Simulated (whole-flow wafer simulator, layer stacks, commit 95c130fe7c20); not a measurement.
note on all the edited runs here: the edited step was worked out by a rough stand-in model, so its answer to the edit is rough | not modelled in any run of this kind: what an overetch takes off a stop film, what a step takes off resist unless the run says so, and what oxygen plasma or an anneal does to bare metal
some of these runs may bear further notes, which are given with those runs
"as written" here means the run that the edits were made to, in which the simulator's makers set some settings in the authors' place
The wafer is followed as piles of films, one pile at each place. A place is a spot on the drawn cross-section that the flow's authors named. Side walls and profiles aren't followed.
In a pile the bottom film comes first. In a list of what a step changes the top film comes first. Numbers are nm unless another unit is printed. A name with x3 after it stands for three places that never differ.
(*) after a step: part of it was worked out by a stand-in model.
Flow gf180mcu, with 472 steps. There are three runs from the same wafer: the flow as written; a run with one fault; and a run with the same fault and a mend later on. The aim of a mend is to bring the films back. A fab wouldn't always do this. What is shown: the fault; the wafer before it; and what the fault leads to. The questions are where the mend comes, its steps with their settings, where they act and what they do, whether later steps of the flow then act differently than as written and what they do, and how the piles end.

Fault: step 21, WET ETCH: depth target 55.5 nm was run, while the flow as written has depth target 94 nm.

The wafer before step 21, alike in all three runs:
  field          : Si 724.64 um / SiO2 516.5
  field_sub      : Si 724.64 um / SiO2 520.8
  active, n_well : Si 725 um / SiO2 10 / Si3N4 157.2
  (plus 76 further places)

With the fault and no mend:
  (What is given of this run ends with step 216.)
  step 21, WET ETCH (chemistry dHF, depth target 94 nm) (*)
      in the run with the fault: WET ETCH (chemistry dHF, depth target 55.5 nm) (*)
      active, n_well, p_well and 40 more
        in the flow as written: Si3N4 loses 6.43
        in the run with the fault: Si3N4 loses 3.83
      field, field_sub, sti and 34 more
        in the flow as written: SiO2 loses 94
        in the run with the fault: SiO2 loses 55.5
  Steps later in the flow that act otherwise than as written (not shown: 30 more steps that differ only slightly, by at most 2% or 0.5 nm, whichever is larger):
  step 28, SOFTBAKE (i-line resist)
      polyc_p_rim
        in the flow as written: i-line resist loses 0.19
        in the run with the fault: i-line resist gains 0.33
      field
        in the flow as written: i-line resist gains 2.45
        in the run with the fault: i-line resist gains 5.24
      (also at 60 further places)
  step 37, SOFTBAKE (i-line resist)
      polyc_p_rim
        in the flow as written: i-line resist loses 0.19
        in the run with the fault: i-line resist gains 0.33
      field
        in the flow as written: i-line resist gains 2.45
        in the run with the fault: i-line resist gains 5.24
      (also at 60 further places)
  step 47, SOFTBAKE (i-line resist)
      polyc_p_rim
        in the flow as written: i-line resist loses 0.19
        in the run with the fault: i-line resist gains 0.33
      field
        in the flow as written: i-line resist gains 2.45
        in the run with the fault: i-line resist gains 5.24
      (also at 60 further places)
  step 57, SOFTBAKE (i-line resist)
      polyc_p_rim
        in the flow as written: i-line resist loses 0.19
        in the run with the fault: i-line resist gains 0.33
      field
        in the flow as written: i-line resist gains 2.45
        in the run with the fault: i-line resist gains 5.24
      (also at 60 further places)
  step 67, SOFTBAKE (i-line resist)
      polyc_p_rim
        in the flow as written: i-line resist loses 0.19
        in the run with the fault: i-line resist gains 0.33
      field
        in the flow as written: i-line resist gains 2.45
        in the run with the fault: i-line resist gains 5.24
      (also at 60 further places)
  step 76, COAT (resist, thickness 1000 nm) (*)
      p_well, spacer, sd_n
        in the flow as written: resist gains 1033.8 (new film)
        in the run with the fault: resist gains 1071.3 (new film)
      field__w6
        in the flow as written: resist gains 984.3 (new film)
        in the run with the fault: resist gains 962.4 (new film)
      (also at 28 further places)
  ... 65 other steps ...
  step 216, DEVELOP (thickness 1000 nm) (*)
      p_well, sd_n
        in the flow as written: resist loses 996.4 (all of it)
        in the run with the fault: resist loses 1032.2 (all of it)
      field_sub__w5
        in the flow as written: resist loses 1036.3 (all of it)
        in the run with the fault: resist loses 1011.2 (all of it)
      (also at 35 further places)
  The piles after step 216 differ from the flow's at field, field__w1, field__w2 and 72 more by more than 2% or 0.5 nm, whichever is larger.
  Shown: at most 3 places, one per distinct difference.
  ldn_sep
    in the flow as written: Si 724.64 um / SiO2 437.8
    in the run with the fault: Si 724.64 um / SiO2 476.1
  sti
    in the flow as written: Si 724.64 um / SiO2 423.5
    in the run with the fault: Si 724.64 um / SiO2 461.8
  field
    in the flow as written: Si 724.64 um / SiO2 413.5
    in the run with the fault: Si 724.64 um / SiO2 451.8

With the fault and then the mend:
  The mend follows step 21.
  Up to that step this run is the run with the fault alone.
  step 21a, WET ETCH (chemistry dHF, depth target 38.5 nm) (a further turn of the flow's step 21, with different settings)
      field, field_sub, sti and 34 more
        SiO2 loses 38.5
  None of the later steps of the flow differs from how it acts as written, at any place that is followed, by more than 2% or 0.5 nm, whichever is larger.
  The piles end the same as the flow's at every place that both follow.
